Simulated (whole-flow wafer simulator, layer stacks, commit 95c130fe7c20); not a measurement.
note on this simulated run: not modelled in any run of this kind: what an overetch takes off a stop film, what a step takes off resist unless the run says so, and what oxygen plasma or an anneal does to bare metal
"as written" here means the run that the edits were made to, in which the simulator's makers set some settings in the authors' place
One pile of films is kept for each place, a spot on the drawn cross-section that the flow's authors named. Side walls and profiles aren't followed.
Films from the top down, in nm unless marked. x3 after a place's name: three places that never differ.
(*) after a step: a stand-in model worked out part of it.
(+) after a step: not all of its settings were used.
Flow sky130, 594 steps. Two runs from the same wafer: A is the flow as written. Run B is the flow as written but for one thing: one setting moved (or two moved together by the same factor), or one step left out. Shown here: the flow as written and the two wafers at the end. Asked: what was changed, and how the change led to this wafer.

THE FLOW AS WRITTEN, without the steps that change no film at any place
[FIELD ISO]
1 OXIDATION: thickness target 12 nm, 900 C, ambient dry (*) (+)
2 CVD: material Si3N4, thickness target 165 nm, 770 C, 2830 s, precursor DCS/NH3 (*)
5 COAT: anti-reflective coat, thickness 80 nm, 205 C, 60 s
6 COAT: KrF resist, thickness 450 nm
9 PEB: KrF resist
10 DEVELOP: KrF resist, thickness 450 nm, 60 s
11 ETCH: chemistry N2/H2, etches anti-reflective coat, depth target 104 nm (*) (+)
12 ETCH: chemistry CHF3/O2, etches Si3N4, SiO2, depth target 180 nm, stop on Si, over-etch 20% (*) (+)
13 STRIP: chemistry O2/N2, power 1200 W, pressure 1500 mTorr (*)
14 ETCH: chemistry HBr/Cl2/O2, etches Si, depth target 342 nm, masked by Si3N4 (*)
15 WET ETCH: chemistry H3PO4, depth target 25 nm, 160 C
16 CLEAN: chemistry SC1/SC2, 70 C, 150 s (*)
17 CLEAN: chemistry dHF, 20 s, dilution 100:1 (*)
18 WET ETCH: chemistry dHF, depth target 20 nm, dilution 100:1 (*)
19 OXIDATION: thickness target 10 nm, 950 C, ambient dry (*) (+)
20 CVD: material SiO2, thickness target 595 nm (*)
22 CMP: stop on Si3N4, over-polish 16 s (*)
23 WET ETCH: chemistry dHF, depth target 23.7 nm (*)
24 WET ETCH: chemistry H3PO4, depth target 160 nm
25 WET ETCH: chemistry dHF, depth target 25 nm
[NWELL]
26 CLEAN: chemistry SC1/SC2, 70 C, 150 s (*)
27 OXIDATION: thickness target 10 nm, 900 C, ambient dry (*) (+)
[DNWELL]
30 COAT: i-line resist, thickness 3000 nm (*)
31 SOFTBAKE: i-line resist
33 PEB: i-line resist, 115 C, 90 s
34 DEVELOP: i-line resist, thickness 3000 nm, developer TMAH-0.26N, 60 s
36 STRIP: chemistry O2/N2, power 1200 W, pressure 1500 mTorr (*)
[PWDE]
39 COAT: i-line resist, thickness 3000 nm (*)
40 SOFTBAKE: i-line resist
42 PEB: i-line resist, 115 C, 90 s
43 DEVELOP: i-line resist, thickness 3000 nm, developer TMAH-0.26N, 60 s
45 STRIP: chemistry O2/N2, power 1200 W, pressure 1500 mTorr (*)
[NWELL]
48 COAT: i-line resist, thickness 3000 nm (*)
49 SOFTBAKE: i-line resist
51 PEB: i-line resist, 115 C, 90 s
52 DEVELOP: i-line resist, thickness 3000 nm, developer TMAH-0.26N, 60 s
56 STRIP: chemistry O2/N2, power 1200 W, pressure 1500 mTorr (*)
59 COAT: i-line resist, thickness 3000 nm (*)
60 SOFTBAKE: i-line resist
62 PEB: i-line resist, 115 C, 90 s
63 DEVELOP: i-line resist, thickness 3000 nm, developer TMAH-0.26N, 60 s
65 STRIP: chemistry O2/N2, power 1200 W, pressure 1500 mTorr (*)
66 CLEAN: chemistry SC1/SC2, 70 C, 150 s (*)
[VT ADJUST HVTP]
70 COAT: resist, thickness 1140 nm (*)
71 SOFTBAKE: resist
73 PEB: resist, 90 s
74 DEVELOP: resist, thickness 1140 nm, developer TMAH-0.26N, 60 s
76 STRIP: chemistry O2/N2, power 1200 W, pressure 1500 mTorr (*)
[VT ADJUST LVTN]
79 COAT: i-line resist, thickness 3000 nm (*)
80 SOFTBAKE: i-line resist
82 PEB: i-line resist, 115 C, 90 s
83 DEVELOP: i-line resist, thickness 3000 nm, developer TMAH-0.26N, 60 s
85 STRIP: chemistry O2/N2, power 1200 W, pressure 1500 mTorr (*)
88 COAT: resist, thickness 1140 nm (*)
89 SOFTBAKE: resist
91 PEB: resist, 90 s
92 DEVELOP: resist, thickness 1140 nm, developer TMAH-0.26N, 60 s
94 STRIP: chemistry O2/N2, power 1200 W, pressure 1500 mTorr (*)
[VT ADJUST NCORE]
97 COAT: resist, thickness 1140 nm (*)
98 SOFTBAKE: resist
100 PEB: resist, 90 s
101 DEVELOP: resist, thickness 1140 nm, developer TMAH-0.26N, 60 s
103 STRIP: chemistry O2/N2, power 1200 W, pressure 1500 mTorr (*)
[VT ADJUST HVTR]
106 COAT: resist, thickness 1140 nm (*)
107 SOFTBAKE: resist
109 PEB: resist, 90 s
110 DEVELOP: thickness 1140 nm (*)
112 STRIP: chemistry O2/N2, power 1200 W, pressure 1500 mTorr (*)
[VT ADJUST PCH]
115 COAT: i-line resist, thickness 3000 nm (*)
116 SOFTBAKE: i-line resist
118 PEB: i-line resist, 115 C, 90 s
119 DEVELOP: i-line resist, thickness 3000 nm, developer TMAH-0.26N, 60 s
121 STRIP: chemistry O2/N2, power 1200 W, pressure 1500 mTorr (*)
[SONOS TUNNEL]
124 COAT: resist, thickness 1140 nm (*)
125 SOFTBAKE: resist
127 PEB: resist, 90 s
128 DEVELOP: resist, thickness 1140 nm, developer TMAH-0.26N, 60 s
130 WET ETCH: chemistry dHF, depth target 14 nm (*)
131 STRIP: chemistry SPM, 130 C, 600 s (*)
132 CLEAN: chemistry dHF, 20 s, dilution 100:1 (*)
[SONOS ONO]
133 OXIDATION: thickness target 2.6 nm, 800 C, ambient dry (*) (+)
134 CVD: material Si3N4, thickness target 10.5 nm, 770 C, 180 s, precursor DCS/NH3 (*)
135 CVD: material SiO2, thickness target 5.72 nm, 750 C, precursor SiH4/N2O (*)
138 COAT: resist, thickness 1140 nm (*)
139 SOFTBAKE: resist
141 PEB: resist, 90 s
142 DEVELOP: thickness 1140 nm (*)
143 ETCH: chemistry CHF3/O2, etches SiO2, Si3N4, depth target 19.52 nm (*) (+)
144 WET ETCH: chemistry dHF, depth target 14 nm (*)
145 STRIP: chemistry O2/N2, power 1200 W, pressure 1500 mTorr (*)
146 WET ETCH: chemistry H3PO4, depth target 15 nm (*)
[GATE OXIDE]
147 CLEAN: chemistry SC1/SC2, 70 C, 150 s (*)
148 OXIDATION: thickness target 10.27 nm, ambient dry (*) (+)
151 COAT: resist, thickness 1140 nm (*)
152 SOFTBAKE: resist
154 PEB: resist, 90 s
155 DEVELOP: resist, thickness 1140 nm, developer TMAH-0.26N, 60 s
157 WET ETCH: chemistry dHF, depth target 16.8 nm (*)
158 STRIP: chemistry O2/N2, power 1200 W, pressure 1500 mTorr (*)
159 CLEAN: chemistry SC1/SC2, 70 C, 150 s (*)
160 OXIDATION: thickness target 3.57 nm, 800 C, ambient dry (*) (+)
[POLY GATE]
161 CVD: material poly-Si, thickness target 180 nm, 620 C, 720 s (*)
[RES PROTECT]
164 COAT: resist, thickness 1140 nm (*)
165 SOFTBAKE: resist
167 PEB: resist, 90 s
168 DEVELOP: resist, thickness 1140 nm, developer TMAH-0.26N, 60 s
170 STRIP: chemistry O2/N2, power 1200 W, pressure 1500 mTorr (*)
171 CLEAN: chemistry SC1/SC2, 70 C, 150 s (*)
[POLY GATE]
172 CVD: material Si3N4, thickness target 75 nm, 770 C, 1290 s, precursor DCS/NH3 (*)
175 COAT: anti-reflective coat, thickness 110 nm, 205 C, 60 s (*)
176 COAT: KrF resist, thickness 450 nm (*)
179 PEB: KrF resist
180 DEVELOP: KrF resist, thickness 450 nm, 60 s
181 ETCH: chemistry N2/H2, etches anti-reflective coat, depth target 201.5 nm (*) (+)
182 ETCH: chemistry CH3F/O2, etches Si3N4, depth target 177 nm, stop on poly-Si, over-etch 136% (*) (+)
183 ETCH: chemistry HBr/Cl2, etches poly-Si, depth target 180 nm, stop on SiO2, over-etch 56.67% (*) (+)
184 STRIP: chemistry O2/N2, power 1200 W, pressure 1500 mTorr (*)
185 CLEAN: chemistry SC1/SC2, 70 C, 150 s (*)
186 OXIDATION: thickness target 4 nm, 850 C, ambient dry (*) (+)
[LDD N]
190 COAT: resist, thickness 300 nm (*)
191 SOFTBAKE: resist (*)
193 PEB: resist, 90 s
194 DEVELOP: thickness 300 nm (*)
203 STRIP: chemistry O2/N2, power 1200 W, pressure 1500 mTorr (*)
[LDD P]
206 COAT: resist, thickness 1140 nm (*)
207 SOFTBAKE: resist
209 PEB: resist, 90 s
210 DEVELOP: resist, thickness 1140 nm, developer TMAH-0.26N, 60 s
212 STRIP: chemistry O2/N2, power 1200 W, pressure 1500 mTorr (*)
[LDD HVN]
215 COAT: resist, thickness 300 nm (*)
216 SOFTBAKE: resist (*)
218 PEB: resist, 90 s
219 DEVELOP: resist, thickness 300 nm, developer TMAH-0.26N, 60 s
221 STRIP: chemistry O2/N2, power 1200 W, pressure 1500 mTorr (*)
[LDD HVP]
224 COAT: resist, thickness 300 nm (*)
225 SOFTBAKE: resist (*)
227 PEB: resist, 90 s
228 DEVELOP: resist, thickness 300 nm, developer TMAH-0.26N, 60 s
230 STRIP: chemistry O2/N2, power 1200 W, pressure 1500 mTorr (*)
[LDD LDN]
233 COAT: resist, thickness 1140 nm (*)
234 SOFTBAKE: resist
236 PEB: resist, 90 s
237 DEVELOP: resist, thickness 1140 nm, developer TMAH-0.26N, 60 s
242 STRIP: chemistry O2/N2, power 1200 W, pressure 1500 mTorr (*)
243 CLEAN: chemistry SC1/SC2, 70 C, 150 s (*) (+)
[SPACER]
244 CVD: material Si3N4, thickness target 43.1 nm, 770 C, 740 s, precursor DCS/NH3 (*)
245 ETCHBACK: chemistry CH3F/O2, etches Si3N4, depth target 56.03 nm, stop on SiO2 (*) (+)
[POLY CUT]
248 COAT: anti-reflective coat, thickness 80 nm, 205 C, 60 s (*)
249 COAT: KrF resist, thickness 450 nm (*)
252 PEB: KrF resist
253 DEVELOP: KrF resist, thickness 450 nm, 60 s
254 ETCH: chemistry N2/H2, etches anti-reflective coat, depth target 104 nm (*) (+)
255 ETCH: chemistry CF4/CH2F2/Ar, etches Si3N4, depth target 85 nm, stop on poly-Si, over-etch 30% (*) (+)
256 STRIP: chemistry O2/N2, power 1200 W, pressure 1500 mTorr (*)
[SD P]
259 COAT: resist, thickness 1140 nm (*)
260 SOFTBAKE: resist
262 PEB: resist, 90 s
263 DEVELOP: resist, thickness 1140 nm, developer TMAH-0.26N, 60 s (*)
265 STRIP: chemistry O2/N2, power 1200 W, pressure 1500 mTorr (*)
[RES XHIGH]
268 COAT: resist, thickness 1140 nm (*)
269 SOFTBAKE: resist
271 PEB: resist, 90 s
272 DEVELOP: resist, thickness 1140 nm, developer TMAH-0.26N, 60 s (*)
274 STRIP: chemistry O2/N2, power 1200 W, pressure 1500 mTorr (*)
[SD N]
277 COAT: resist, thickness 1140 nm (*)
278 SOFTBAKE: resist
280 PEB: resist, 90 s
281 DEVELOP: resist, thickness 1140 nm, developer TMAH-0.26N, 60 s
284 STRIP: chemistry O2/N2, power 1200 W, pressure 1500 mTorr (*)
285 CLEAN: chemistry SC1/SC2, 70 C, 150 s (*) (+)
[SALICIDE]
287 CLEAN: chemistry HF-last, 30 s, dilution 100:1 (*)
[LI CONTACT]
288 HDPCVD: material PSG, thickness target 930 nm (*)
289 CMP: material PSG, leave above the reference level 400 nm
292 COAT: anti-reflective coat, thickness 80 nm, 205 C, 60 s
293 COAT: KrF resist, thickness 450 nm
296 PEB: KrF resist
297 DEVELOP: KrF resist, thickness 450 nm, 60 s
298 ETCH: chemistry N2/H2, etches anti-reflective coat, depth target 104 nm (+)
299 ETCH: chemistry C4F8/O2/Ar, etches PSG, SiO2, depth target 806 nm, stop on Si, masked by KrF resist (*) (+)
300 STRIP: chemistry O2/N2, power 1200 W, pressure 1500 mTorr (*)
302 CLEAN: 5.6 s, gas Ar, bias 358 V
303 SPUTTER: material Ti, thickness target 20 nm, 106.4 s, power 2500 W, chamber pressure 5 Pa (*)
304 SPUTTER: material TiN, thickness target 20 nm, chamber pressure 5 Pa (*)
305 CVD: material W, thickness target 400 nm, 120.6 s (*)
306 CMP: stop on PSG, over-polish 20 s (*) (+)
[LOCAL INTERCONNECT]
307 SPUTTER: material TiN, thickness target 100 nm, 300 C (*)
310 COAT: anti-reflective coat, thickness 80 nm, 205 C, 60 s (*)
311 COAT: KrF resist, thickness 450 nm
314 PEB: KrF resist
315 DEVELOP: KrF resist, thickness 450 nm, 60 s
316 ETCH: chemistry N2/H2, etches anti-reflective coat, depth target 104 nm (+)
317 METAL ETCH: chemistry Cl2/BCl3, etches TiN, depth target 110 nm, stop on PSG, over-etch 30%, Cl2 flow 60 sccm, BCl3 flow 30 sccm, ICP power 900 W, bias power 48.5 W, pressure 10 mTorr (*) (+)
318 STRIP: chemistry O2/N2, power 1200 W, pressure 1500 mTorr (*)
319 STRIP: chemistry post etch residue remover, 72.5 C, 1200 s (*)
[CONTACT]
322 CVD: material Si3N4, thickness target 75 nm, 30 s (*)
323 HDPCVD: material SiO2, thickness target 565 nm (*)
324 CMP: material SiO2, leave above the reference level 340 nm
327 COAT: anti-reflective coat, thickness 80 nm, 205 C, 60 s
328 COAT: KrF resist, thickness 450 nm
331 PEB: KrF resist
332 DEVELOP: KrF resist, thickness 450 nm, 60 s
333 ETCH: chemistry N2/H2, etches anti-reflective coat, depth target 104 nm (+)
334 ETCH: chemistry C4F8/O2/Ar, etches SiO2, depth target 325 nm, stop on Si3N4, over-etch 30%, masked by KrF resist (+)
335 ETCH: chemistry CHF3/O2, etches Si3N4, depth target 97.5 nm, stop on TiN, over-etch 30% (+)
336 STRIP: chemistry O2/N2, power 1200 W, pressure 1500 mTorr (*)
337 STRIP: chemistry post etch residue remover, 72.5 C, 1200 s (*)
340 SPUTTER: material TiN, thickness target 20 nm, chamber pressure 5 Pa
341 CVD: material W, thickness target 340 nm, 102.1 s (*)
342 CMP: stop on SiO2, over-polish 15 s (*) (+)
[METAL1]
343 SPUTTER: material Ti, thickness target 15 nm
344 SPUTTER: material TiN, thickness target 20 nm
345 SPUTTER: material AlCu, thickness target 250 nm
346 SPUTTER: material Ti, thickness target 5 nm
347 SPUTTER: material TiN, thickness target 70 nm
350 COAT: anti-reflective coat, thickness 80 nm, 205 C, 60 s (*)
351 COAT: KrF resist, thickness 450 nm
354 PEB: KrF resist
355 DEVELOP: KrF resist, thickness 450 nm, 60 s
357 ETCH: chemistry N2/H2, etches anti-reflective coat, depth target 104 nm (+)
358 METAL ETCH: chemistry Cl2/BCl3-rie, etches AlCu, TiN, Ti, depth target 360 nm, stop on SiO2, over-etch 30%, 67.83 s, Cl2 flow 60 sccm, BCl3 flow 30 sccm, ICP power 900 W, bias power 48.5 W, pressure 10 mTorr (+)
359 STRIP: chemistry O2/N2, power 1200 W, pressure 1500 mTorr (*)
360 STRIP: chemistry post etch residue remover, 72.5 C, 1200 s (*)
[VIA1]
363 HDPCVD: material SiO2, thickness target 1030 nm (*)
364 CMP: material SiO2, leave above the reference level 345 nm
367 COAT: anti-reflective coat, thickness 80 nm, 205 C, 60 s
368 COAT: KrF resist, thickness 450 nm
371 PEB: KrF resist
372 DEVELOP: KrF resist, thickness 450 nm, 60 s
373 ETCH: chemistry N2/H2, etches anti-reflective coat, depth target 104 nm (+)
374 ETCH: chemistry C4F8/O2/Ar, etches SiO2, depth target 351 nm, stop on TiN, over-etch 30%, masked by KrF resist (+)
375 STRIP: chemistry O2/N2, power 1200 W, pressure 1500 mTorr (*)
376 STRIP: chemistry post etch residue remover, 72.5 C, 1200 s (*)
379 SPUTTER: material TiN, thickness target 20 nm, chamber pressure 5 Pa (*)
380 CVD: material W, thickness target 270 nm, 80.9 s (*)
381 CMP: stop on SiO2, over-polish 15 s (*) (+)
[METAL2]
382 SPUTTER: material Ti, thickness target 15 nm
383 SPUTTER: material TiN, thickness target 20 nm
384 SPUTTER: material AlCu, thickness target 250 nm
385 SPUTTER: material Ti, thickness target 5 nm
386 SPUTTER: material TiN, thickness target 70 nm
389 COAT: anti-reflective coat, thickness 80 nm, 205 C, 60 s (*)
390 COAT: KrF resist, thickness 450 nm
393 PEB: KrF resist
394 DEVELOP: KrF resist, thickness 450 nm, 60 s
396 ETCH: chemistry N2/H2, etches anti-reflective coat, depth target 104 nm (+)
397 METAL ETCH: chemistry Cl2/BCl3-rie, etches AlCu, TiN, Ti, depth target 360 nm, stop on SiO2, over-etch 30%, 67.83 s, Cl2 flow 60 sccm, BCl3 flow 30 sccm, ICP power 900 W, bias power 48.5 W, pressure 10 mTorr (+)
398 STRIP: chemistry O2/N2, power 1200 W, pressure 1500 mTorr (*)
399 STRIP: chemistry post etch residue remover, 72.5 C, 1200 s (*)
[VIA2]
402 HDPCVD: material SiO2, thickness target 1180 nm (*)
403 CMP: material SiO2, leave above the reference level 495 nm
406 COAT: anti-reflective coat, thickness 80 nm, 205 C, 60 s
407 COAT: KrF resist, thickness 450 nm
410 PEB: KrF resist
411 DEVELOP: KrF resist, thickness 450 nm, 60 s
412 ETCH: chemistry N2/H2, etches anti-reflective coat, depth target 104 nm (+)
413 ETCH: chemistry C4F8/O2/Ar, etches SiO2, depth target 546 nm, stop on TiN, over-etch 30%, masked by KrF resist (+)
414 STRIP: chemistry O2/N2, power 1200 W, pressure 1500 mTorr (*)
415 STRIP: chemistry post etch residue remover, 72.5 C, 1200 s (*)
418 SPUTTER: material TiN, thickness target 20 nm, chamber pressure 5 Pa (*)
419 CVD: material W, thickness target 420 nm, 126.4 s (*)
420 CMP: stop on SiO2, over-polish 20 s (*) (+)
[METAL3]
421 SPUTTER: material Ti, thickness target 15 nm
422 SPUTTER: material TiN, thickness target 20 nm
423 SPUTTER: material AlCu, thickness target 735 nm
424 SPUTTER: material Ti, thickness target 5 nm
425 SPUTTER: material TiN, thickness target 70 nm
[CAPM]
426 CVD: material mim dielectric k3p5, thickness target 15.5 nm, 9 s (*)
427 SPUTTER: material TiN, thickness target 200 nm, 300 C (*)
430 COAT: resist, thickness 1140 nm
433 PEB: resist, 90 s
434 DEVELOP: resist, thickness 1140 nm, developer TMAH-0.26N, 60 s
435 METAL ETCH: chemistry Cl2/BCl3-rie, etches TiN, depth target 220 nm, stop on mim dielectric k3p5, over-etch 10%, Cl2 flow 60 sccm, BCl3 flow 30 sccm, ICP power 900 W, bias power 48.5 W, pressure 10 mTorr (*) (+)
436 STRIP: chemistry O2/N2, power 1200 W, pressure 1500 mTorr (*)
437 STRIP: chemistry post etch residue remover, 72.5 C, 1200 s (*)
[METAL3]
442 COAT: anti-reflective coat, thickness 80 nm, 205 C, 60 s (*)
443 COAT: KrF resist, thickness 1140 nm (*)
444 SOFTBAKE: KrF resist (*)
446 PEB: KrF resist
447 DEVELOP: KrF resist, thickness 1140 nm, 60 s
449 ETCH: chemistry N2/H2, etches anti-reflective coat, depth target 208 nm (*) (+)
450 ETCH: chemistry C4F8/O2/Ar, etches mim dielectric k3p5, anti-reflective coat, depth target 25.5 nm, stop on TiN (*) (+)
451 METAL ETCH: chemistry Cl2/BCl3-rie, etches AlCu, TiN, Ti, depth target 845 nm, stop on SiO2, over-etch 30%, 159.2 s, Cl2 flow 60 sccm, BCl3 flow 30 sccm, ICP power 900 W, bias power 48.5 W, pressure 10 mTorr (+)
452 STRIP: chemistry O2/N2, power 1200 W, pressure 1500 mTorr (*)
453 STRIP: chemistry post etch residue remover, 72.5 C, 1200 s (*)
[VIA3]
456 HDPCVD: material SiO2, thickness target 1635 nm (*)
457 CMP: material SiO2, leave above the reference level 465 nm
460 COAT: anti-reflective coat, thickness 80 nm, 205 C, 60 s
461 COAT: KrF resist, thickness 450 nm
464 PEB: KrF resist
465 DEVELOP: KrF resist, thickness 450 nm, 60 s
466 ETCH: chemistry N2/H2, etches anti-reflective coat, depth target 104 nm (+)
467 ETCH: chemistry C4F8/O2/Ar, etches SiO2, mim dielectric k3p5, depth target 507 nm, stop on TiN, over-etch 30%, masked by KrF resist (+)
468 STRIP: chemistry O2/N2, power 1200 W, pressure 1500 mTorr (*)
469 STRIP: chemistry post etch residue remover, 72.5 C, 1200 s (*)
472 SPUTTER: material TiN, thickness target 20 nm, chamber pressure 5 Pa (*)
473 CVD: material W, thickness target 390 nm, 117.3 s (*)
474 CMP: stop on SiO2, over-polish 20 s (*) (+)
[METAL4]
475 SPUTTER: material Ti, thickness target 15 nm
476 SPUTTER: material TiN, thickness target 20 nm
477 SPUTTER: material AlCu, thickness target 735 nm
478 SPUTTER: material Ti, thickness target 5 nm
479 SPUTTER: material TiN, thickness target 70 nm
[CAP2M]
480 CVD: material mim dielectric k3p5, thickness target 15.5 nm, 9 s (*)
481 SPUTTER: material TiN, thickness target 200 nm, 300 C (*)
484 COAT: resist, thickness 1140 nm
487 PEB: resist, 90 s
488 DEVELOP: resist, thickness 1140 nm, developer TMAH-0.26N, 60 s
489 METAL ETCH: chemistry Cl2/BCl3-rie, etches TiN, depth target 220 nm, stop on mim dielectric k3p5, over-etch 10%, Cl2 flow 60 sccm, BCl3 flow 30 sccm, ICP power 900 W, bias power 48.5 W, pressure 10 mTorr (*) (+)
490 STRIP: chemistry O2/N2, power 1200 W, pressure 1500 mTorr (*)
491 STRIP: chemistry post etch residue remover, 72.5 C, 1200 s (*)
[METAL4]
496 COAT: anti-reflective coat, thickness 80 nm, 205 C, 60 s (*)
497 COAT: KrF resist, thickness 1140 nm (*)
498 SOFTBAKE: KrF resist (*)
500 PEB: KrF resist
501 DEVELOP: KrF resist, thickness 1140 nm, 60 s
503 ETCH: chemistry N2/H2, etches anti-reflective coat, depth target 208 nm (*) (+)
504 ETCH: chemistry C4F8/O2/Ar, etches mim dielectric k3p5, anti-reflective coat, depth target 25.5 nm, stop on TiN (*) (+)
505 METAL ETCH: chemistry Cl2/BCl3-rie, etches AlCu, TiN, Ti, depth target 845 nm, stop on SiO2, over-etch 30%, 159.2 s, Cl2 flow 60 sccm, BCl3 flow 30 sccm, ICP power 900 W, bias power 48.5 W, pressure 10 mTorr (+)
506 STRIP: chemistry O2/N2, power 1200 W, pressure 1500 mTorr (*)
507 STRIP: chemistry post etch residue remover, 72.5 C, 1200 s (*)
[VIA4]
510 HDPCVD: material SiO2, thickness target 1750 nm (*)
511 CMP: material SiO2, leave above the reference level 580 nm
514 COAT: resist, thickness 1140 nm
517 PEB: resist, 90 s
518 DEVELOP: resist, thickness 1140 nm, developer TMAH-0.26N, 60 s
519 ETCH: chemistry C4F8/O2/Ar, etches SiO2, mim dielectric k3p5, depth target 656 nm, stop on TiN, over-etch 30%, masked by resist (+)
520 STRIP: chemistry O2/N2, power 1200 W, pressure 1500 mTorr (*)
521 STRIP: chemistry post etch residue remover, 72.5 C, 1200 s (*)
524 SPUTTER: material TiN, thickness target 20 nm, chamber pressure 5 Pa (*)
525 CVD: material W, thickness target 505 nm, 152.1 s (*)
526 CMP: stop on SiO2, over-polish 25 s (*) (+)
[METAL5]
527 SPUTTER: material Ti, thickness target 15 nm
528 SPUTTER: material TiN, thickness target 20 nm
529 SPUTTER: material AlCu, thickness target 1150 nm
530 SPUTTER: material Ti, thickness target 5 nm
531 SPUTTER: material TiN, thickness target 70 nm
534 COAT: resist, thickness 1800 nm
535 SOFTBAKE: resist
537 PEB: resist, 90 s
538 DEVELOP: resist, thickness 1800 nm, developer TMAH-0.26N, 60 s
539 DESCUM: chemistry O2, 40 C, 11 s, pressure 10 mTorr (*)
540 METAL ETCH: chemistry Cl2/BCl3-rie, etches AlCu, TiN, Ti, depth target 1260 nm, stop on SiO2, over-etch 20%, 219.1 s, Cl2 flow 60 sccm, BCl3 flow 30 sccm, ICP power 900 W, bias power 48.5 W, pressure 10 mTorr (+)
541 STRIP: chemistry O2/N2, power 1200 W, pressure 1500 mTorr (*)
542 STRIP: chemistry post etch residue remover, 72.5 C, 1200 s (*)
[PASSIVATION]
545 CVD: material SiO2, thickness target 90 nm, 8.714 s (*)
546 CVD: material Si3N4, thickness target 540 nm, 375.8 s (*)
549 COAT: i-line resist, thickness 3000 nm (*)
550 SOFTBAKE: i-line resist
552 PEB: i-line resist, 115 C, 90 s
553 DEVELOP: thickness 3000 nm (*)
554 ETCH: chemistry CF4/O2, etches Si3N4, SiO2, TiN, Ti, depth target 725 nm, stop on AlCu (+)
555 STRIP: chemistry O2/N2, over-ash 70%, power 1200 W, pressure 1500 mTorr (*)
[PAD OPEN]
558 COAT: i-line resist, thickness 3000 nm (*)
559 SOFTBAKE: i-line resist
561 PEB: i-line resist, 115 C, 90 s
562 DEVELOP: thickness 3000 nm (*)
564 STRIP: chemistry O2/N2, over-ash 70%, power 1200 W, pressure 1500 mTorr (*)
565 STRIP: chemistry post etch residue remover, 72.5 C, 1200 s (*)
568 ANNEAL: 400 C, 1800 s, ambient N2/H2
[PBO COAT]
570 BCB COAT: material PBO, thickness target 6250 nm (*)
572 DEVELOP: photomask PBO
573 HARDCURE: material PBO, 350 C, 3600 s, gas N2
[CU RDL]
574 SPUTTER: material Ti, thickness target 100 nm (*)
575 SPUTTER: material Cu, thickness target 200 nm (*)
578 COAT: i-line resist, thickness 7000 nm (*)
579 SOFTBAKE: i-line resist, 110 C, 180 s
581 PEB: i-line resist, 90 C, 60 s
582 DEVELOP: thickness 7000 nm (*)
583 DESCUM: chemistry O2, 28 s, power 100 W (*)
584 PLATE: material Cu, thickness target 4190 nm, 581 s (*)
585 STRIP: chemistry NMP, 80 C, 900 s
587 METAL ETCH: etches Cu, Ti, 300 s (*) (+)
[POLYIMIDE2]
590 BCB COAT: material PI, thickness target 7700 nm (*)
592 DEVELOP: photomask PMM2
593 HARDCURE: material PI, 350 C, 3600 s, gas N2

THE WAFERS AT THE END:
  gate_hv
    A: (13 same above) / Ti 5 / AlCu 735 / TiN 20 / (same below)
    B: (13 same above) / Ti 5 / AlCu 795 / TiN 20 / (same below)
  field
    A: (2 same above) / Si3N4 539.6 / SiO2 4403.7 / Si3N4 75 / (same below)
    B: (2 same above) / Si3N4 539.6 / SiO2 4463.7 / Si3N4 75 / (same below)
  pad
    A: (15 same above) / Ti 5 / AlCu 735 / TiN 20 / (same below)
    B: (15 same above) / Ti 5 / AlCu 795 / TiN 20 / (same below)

The cause: step 423, SPUTTER: thickness target 795 nm was run, where the flow has thickness target 735 nm.
It can be read off the wafer: gate_hv has AlCu 795, and step 423 as written asks for 735 nm.

How the change led to this, step by step:
  423 SPUTTER: material AlCu, thickness target 735 nm
      field, active, n_well and 188 more: A AlCu +735 (new film) | B AlCu +795 (new film)
  451 METAL ETCH: chemistry Cl2/BCl3-rie, etches AlCu, TiN, Ti, depth target 845 nm, stop on SiO2, over-etch 30%, 159.2 s, Cl2 flow 60 sccm, BCl3 flow 30 sccm, ICP power 900 W, bias power 48.5 W, pressure 10 mTorr (+)
      field, active, gate and 69 more: A TiN -70 (all of it), Ti -5 (all of it), AlCu -735 (all of it), TiN -20 (all of it), Ti -15 (all of it), SiO2 -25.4 | B TiN -70 (all of it), Ti -5 (all of it), AlCu -795 (all of it), TiN -20 (all of it), Ti -15 (all of it), SiO2 -19.4
      vpp_ln, vpp_iso2, ndiff_ln and 10 more: A TiN -70 (all of it), Ti -5 (all of it), AlCu -735 (all of it), TiN -20 (all of it), Ti -15 (all of it), SiO2 -25.3 | B TiN -70 (all of it), Ti -5 (all of it), AlCu -795 (all of it), TiN -20 (all of it), Ti -15 (all of it), SiO2 -19.3
  457 CMP: material SiO2, leave above the reference level 465 nm
      field, active, gate and 82 more: A SiO2 -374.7 | B SiO2 -320.7
